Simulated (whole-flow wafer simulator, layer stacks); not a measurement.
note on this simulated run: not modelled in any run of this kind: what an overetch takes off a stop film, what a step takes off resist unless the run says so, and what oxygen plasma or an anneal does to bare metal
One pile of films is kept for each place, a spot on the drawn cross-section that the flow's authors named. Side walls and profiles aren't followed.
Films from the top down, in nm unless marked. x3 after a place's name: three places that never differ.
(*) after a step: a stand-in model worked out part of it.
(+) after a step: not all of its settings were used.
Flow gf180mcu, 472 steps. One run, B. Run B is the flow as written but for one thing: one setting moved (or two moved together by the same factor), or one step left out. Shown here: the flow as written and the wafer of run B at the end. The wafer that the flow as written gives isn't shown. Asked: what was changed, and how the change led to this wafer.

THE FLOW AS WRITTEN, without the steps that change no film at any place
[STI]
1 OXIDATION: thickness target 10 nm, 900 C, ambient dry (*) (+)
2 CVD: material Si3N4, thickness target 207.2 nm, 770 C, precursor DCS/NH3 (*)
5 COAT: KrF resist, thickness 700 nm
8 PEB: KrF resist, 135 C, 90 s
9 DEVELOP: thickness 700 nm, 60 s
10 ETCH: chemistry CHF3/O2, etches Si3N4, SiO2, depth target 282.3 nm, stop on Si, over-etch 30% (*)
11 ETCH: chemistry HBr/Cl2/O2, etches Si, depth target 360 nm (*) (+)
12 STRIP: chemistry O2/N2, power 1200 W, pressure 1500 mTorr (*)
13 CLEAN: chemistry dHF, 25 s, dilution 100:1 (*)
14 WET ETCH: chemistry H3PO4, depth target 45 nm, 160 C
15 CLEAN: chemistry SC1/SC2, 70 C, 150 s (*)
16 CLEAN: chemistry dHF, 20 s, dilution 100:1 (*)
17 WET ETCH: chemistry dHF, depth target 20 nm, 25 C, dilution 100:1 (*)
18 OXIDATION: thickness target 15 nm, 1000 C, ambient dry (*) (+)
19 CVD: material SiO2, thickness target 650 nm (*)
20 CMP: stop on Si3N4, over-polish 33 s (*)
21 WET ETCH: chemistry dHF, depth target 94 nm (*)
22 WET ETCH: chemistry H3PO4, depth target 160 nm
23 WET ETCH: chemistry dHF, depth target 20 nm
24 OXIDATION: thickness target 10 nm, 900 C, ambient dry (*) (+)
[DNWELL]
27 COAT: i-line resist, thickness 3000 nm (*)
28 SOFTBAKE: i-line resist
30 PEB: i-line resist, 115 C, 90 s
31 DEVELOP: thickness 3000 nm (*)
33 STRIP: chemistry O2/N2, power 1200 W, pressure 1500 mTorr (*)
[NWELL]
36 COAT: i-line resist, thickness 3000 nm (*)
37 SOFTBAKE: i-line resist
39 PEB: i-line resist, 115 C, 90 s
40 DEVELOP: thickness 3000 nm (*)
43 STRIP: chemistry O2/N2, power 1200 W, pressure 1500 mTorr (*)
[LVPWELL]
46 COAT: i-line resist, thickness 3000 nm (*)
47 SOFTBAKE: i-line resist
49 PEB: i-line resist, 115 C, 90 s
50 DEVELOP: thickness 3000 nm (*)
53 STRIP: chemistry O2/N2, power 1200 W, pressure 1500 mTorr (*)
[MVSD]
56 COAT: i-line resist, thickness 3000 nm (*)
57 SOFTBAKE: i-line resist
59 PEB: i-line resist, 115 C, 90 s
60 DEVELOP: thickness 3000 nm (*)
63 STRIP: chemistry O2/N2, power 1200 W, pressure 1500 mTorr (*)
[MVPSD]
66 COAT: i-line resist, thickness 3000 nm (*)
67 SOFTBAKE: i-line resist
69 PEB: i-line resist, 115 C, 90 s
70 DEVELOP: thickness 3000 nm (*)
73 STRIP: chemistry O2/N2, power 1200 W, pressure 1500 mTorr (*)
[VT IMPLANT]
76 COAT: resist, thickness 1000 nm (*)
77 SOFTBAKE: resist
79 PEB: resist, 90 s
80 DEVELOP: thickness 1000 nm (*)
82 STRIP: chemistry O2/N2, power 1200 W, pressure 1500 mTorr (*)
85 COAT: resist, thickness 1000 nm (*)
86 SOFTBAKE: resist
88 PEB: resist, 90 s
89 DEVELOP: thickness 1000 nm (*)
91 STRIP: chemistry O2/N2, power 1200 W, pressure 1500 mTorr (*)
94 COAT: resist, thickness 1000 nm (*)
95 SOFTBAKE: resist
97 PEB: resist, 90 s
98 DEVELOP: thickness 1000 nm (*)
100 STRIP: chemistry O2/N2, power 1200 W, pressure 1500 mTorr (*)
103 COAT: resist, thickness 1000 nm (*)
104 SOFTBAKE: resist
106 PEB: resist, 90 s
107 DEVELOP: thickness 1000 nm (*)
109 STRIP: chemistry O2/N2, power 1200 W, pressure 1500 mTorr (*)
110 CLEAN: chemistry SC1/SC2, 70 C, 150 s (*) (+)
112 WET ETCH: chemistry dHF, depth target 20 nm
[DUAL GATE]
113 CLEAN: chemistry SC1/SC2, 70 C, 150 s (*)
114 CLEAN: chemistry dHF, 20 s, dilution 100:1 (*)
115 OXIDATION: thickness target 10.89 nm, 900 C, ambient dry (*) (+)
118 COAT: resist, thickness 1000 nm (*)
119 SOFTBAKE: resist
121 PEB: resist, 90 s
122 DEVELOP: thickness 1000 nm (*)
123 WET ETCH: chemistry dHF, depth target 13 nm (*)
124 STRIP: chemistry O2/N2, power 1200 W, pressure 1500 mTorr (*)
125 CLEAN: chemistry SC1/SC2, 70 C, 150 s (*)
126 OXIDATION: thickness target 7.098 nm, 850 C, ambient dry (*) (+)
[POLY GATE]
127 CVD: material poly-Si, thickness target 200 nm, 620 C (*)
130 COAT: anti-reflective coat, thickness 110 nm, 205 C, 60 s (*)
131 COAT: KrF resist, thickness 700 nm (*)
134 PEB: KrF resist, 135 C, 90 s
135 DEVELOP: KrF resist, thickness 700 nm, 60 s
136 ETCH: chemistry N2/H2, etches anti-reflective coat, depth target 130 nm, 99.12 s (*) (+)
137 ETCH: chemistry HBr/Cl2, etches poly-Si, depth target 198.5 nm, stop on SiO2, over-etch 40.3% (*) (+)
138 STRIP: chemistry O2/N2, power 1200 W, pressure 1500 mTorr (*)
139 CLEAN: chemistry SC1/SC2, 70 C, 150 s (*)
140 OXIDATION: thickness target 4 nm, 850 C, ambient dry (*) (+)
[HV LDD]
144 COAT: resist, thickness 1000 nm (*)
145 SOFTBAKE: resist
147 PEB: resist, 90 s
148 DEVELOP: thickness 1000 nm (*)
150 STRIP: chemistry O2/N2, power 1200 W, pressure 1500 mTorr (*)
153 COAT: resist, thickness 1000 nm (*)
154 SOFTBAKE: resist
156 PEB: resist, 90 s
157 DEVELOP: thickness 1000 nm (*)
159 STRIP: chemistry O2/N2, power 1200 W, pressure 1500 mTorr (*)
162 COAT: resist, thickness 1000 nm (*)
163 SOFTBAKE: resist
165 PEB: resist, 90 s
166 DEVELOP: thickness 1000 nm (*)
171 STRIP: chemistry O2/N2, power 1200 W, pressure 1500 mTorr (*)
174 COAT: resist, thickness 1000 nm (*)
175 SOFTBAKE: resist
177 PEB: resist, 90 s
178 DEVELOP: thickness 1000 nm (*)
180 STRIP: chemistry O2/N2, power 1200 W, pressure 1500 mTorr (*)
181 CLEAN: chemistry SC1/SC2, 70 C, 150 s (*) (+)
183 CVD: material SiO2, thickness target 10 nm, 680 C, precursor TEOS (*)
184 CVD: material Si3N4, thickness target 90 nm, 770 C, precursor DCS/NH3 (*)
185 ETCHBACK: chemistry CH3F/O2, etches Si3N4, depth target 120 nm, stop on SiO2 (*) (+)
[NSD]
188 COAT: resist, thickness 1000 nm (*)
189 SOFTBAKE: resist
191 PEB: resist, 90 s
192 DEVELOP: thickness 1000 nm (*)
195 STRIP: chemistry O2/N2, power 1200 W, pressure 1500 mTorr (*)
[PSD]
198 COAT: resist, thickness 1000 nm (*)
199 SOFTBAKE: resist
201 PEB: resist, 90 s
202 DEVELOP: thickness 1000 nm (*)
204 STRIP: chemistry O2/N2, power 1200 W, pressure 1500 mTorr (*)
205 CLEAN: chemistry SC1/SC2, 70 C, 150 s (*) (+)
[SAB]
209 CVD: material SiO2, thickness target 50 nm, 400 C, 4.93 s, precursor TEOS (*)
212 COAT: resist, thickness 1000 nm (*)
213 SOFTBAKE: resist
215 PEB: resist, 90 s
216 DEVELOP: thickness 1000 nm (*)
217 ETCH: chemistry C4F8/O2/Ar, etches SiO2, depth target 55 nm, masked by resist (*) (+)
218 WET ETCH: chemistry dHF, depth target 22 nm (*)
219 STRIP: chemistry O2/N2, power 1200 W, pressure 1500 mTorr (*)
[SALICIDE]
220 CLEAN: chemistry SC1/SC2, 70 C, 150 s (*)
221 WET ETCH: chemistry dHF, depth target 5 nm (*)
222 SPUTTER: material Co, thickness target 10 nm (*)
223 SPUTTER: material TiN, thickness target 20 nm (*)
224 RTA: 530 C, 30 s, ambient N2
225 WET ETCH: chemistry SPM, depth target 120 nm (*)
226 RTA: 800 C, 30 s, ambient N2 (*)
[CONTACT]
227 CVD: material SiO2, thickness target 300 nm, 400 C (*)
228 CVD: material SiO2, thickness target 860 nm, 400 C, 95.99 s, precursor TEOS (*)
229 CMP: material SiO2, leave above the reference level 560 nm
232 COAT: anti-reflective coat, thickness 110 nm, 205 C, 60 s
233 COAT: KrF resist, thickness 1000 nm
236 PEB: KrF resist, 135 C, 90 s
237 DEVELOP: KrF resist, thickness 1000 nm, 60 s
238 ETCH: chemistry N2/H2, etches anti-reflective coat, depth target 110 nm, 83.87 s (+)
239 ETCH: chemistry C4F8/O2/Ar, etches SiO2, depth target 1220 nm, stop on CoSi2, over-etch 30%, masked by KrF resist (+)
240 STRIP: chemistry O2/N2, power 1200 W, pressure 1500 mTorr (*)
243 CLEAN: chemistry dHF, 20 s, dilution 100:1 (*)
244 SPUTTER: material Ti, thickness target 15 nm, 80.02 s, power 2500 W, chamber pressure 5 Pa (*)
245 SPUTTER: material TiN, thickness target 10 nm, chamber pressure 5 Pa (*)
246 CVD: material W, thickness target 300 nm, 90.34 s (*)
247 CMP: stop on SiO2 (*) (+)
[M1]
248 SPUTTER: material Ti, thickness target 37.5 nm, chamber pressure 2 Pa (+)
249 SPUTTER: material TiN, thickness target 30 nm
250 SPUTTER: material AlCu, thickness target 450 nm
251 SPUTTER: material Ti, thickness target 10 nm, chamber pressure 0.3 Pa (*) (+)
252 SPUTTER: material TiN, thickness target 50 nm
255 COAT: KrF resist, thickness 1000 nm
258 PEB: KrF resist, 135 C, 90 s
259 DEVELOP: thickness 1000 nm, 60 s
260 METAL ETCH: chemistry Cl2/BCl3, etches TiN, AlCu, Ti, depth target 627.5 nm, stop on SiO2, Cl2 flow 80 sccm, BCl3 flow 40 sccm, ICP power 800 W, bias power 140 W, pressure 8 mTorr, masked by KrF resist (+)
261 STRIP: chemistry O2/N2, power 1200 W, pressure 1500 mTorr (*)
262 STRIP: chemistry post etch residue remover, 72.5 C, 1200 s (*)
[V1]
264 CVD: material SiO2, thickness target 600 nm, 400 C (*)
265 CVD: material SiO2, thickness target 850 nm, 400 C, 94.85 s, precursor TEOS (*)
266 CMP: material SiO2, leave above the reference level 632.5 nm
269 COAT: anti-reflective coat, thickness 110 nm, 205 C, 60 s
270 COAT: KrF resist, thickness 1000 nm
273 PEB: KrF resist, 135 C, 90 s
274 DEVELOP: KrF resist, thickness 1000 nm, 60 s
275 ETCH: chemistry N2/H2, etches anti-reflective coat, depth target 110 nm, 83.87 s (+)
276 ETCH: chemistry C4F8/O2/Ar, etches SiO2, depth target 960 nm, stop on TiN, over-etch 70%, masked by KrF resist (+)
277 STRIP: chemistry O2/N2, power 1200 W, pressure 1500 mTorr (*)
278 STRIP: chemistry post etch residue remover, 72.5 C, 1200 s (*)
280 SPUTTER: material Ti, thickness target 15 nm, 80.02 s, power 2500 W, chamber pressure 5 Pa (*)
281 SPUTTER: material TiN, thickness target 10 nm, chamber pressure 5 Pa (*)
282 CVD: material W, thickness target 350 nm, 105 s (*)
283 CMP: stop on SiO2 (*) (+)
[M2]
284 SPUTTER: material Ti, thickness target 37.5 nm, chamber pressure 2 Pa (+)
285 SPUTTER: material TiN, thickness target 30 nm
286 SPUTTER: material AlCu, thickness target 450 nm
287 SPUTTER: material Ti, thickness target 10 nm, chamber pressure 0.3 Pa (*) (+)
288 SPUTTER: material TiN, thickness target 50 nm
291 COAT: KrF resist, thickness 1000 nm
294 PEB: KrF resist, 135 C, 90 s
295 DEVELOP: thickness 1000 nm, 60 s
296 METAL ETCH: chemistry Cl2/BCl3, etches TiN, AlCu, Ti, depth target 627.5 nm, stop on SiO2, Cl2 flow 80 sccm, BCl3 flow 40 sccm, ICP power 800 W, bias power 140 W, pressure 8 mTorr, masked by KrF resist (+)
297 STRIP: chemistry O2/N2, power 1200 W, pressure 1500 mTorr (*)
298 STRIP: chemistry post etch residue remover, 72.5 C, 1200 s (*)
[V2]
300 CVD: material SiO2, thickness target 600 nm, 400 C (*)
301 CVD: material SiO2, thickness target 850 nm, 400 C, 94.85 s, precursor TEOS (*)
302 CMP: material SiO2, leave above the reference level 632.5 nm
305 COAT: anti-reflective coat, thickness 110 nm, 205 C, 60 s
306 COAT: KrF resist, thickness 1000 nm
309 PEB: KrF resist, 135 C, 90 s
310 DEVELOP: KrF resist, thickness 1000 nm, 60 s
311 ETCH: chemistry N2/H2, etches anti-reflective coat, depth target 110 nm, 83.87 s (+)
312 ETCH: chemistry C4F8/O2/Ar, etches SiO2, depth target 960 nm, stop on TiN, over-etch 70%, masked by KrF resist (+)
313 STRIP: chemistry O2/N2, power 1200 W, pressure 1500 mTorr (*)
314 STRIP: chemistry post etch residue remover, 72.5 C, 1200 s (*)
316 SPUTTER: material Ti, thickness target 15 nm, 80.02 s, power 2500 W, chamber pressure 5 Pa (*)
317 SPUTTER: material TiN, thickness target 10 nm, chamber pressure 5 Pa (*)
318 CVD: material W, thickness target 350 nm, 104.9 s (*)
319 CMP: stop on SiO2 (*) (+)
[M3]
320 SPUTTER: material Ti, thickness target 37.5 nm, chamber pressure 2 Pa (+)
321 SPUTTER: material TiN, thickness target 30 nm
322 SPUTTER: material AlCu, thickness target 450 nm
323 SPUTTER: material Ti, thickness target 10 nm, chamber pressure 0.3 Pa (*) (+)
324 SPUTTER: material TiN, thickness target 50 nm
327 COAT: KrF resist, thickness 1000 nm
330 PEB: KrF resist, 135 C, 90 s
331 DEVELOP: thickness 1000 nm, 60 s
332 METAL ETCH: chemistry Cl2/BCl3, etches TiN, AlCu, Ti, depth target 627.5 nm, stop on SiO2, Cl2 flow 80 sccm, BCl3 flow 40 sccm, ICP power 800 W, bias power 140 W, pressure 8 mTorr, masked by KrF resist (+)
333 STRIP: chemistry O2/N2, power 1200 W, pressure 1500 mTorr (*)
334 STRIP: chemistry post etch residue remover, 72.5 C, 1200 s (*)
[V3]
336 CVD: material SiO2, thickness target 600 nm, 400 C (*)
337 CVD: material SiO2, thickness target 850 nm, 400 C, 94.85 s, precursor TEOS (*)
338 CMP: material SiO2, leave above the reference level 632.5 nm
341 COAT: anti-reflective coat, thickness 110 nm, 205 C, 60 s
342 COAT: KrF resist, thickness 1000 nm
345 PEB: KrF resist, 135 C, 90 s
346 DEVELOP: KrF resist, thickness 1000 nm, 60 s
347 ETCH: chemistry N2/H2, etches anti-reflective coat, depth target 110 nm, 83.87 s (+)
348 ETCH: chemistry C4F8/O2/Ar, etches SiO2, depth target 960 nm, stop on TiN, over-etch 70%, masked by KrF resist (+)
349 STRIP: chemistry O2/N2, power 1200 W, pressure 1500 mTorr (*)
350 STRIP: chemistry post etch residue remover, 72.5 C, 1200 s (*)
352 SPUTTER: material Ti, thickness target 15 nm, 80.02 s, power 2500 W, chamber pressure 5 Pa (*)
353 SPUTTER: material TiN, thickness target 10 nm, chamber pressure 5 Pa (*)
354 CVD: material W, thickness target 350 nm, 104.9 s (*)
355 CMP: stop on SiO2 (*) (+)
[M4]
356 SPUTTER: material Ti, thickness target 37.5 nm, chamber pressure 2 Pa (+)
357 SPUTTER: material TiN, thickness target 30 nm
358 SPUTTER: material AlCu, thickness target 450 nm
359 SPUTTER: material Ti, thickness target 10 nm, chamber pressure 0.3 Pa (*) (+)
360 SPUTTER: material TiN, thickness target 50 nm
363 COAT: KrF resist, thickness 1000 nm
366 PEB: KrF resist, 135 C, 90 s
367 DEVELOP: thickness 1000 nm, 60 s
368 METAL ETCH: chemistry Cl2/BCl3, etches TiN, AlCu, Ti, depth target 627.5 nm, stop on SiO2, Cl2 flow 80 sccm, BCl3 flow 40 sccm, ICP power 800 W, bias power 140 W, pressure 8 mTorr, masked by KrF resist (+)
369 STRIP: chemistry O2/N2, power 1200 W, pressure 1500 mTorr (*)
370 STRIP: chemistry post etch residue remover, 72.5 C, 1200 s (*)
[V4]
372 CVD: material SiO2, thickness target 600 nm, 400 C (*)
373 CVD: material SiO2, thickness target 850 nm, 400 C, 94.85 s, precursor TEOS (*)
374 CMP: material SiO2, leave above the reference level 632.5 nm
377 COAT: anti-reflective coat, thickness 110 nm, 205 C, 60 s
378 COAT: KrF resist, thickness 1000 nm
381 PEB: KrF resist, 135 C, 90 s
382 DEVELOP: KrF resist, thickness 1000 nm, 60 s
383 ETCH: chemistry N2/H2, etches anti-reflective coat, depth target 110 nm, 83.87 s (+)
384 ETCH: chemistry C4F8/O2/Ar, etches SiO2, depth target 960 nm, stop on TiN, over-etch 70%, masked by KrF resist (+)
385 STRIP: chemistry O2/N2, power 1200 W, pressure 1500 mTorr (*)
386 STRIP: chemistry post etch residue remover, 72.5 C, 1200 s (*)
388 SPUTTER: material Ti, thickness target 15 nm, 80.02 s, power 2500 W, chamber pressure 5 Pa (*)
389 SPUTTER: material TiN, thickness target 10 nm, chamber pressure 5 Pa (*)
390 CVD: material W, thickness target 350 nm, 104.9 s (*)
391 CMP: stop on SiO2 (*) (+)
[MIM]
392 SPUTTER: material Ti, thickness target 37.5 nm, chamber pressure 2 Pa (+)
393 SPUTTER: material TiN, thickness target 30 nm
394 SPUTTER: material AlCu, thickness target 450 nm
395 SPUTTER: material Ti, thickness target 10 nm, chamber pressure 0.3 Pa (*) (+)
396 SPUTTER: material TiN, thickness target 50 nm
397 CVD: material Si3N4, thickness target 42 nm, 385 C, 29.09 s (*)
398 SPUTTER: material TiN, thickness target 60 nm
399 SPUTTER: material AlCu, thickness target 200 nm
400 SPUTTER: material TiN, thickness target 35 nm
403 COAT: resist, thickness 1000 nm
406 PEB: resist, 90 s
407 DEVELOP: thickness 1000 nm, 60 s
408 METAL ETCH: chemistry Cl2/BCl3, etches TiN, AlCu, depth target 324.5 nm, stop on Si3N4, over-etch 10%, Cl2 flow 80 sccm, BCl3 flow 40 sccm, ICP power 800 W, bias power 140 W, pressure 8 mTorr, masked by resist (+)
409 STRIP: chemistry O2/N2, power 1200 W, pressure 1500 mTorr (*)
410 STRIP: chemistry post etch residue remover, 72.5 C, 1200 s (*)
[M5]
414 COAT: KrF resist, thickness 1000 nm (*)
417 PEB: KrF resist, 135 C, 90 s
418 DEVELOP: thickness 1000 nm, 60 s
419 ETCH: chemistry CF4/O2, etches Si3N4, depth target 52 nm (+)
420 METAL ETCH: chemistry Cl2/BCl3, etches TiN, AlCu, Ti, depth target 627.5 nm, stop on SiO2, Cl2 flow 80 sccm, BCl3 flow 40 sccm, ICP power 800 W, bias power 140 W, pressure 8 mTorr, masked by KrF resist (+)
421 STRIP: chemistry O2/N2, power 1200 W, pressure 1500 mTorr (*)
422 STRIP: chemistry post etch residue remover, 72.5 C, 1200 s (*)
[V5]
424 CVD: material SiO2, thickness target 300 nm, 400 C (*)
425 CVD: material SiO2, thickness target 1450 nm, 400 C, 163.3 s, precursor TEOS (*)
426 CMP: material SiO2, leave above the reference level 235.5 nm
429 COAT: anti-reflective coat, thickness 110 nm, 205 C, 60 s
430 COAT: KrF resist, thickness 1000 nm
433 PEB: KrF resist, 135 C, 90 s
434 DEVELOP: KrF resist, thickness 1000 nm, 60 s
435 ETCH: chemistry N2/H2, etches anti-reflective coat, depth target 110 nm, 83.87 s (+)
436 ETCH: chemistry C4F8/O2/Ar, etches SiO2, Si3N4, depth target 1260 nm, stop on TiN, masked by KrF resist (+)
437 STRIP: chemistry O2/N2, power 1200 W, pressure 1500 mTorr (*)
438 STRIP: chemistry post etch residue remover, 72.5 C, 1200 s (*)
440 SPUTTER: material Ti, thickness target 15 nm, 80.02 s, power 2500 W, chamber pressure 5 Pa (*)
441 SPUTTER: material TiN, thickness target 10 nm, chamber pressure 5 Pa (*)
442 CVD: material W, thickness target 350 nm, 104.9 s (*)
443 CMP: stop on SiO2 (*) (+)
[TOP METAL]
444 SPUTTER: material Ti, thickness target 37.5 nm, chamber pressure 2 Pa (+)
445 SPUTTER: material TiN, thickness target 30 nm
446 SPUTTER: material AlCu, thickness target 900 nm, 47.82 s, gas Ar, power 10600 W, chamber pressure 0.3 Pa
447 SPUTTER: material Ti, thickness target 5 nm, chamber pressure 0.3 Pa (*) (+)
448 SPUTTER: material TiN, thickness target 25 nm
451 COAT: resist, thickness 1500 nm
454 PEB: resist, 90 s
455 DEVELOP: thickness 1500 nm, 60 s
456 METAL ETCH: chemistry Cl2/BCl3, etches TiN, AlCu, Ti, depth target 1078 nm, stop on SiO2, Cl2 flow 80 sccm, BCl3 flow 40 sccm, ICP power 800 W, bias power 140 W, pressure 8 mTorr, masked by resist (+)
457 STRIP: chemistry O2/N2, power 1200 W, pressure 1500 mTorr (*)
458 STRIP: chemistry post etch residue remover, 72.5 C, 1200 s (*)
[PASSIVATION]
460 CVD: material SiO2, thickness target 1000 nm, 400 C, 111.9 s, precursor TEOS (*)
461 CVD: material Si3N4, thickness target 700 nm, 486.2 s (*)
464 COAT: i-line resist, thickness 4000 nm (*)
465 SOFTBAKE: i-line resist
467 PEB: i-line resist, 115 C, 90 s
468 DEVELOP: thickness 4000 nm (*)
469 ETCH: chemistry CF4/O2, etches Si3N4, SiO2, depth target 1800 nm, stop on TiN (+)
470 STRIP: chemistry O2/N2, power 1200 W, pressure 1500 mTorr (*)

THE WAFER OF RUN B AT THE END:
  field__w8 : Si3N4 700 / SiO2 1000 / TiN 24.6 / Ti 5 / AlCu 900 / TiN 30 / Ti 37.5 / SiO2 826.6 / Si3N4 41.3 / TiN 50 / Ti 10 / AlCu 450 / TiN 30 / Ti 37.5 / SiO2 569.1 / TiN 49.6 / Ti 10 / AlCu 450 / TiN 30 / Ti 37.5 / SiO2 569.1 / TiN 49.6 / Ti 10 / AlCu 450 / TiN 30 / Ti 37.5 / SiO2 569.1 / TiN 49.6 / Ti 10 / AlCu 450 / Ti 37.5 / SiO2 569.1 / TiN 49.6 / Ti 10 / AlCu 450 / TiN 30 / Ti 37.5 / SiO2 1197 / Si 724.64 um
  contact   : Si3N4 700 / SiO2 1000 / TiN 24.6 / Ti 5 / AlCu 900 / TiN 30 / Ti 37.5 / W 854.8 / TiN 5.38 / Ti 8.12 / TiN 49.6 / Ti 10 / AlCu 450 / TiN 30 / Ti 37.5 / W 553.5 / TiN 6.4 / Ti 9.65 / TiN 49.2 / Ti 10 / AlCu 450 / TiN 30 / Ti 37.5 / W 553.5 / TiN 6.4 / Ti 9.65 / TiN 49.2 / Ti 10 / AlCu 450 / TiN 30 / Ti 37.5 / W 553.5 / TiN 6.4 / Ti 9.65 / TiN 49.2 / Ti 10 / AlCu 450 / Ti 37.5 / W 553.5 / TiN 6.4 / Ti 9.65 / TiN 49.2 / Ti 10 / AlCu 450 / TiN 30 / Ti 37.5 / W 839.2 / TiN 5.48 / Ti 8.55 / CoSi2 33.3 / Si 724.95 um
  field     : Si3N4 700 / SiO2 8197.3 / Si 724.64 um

The cause: step 285, SPUTTER: material TiN, thickness target 30 nm, was left out.

How the change led to this, step by step:
  296 METAL ETCH: chemistry Cl2/BCl3, etches TiN, AlCu, Ti, depth target 627.5 nm, stop on SiO2, Cl2 flow 80 sccm, BCl3 flow 40 sccm, ICP power 800 W, bias power 140 W, pressure 8 mTorr, masked by KrF resist (+)
      field, field__w1, field__w2 and 103 more: TiN -50 (all of it), Ti -10 (all of it), AlCu -450 (all of it), Ti -37.5 (all of it) (as written it would be: TiN -50 (all of it), Ti -10 (all of it), AlCu -450 (all of it), TiN -30 (all of it), Ti -37.5 (all of it))
  302 CMP: material SiO2, leave above the reference level 632.5 nm
      field, field__w1, field__w2 and 103 more: SiO2 -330 (as written it would be: SiO2 -300)
